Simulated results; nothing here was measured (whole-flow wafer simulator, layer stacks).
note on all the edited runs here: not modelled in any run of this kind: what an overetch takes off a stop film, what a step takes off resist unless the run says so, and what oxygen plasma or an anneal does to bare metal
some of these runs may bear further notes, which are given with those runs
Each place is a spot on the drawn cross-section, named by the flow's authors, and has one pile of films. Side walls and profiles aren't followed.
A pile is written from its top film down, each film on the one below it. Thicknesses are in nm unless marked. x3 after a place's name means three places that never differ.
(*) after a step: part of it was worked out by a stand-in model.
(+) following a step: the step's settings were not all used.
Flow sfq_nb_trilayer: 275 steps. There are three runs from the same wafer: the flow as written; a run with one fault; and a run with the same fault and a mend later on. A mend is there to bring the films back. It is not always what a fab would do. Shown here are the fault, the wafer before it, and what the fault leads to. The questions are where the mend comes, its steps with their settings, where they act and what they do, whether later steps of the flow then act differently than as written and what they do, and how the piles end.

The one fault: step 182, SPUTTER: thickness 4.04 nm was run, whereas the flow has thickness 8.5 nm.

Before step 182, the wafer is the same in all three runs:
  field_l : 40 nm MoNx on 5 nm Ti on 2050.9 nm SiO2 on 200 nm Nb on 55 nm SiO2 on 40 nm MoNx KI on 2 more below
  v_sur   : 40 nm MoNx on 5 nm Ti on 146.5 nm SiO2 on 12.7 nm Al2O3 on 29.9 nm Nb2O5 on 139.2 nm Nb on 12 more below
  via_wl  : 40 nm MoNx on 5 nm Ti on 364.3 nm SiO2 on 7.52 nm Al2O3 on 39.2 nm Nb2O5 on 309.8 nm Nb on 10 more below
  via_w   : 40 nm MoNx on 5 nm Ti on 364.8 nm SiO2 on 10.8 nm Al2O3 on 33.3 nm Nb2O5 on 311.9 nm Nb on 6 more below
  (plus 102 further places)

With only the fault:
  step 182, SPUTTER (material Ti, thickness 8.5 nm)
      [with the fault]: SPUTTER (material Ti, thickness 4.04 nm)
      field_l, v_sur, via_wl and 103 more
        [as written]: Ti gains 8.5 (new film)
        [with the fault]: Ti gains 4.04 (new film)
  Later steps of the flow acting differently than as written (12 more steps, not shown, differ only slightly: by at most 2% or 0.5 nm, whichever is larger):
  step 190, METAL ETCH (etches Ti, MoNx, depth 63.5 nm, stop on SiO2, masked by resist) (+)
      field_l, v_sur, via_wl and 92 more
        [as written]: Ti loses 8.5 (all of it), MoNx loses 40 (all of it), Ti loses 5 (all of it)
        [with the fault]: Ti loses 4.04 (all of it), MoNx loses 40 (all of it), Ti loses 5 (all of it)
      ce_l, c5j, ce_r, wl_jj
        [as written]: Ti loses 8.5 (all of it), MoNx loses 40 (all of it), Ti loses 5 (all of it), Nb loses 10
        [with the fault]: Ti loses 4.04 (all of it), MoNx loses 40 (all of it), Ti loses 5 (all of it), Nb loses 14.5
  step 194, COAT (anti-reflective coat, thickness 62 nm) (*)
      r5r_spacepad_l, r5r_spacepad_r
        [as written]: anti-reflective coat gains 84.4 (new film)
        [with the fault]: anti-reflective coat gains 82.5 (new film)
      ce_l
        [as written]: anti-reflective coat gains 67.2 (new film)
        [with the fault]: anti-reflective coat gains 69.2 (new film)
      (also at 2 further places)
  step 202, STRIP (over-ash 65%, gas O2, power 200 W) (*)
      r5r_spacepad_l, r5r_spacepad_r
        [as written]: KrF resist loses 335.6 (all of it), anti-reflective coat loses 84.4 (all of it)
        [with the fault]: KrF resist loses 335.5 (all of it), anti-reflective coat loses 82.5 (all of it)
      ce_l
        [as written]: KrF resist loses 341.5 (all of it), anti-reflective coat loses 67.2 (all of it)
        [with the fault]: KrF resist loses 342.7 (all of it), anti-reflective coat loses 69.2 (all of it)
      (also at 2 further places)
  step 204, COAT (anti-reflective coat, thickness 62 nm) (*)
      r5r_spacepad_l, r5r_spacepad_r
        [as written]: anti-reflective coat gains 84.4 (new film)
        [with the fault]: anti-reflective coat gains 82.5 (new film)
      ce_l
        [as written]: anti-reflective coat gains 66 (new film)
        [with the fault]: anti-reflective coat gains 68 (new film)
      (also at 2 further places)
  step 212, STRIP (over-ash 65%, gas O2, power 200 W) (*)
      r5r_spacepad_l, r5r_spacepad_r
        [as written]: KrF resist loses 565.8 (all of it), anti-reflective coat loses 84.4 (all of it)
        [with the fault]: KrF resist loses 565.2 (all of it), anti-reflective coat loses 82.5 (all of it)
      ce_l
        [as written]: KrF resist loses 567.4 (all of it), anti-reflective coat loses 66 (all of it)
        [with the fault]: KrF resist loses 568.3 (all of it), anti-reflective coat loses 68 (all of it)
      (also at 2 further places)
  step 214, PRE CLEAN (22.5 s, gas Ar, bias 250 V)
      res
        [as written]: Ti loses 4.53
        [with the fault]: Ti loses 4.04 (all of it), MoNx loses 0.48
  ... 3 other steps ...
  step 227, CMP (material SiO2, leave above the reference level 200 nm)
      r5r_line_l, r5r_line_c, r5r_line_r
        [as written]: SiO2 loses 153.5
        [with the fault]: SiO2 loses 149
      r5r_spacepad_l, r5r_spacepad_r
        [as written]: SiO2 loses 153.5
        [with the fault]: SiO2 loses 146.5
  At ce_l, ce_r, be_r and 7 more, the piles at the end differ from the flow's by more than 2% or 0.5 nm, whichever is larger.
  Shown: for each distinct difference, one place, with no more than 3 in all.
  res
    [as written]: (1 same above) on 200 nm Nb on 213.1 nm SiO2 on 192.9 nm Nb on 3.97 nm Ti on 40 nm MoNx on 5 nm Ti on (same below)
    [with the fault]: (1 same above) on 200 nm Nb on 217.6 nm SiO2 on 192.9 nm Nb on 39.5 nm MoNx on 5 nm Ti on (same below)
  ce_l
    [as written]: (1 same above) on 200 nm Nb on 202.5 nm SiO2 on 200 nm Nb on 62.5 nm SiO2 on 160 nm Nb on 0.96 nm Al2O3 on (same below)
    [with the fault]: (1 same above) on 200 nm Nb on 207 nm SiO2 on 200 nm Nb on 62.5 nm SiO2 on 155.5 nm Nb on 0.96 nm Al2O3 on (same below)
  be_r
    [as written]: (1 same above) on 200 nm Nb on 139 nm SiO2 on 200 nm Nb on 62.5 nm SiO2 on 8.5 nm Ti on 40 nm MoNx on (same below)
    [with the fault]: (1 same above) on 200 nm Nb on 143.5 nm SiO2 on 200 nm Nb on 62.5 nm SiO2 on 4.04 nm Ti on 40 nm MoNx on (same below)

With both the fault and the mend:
  The mend follows step 182.
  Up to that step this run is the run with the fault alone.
  step 182a, SPUTTER (material Ti, thickness 4.46 nm) (the flow's step 182, run once more with other settings)
      field_l, v_sur, via_wl and 103 more
        Ti gains 4.46
  None of the later steps of the flow acts differently than as written at any place that is followed.
  By the end, the piles equal the flow's at every place that both follow.
